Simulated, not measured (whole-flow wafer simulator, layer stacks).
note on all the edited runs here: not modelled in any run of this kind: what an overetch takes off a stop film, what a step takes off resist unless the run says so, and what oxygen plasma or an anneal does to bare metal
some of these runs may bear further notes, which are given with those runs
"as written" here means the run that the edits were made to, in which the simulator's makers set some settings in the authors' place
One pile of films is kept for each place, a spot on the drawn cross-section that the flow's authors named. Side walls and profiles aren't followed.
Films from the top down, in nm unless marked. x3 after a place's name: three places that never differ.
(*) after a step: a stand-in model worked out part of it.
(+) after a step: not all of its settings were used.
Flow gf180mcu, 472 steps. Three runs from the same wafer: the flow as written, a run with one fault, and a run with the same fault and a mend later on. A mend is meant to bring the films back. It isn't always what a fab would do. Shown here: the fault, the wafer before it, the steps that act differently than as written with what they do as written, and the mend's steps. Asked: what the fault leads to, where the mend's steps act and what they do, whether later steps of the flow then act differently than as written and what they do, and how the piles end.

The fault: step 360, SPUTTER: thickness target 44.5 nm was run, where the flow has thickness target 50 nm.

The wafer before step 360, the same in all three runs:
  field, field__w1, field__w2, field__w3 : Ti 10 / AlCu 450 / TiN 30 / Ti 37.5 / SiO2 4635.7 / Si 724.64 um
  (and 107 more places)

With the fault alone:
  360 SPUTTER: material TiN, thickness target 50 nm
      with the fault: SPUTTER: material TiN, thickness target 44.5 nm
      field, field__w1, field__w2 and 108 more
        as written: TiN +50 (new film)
        with the fault: TiN +44.5 (new film)
  Later steps of the flow that act differently than as written (5 more steps differ only slightly, by at most 2% or 0.5 nm, whichever is larger, and aren't shown):
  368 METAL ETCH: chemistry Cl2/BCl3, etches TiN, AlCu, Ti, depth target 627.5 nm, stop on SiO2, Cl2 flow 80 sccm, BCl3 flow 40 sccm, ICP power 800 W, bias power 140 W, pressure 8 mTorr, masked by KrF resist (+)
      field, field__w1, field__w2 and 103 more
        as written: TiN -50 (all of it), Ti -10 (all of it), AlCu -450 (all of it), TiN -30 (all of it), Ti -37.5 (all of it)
        with the fault: TiN -44.5 (all of it), Ti -10 (all of it), AlCu -450 (all of it), TiN -30 (all of it), Ti -37.5 (all of it)
  At the end the piles differ from the flow's by more than 2% or 0.5 nm, whichever is larger, at field__w8, contact, m1, m1__w1, m1_nw.
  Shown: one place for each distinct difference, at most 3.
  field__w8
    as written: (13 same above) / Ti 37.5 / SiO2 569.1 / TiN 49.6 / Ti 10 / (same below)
    with the fault: (13 same above) / Ti 37.5 / SiO2 574.6 / TiN 44.1 / Ti 10 / (same below)
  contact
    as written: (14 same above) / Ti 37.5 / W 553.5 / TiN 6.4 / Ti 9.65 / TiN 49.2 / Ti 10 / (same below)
    with the fault: (14 same above) / Ti 37.5 / W 559.1 / TiN 6.38 / Ti 9.62 / TiN 43.7 / Ti 10 / (same below)

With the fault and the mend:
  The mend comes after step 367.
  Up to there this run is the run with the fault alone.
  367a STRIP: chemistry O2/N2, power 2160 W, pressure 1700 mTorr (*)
      field__w8, contact, m1, m1__w1, m1_nw
        KrF resist -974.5 (all of it)
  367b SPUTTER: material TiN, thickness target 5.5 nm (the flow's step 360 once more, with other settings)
      field, field__w1, field__w2 and 108 more
        TiN +5.5
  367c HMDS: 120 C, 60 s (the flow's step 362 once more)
      changes no film at any place that is followed
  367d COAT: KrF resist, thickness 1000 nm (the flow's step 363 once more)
      field, field__w1, field__w2 and 108 more
        KrF resist +1000 (new film)
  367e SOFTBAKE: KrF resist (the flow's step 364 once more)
      changes no film at any place that is followed
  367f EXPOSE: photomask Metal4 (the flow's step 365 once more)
      changes no film at any place that is followed
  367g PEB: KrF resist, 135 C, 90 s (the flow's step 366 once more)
      field, field__w1, field__w2 and 108 more
        KrF resist -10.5
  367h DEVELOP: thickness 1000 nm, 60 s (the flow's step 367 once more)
      field, field__w1, field__w2 and 103 more
        KrF resist -989.5 (all of it)
      field__w8, contact, m1, m1__w1, m1_nw
        KrF resist -14.9
  No later step of the flow acts differently than as written at any place that is followed.
  At the end the piles are the same as the flow's at every place that both follow.
